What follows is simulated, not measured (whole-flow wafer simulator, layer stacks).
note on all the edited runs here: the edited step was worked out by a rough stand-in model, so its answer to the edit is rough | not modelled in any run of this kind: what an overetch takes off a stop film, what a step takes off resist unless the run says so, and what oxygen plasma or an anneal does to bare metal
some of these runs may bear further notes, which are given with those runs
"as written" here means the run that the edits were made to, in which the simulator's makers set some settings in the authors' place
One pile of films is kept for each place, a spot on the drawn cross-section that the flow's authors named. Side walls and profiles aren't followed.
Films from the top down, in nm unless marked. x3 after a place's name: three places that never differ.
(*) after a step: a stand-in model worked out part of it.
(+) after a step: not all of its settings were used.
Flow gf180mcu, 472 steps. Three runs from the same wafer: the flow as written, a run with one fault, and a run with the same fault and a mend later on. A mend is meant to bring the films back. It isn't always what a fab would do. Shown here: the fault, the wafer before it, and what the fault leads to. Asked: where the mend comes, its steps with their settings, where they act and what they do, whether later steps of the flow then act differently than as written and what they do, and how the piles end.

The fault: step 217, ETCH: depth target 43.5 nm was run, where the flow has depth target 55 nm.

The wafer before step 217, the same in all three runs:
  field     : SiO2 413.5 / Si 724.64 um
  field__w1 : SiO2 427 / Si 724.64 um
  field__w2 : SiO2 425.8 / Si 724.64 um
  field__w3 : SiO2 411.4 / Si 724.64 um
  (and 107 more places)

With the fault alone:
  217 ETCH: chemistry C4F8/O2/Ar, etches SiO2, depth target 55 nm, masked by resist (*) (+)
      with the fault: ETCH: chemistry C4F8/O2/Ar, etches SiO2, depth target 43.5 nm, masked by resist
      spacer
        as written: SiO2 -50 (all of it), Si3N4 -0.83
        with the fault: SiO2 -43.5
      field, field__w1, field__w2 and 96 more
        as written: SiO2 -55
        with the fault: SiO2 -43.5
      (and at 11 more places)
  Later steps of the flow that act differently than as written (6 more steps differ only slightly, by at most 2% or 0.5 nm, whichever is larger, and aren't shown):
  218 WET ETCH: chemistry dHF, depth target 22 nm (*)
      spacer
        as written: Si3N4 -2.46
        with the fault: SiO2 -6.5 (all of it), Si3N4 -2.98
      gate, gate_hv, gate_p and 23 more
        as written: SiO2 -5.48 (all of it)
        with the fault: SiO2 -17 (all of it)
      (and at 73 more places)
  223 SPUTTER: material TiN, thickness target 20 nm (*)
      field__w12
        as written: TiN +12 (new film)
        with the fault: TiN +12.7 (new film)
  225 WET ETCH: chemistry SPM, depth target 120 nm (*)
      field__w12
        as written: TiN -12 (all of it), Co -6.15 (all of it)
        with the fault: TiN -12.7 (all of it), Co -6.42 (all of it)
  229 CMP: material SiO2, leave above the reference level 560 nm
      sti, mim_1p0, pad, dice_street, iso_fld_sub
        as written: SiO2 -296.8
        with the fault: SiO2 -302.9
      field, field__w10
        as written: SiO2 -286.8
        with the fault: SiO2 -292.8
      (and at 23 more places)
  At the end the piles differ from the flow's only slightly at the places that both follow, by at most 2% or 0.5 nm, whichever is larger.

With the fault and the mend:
  The mend comes after step 217.
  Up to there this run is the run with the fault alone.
  217a ETCH: chemistry C4F8/O2/Ar, etches SiO2, depth target 11.5 nm, masked by resist (*) (+) (the flow's step 217 once more, with other settings)
      field, field__w1, field__w2 and 96 more
        SiO2 -11.5
      field__w5, field__w9, field__w13 and 8 more
        resist -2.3
      spacer
        SiO2 -6.5 (all of it), Si3N4 -0.83
  No later step of the flow acts differently than as written at any place that is followed.
  At the end the piles are the same as the flow's at every place that both follow.
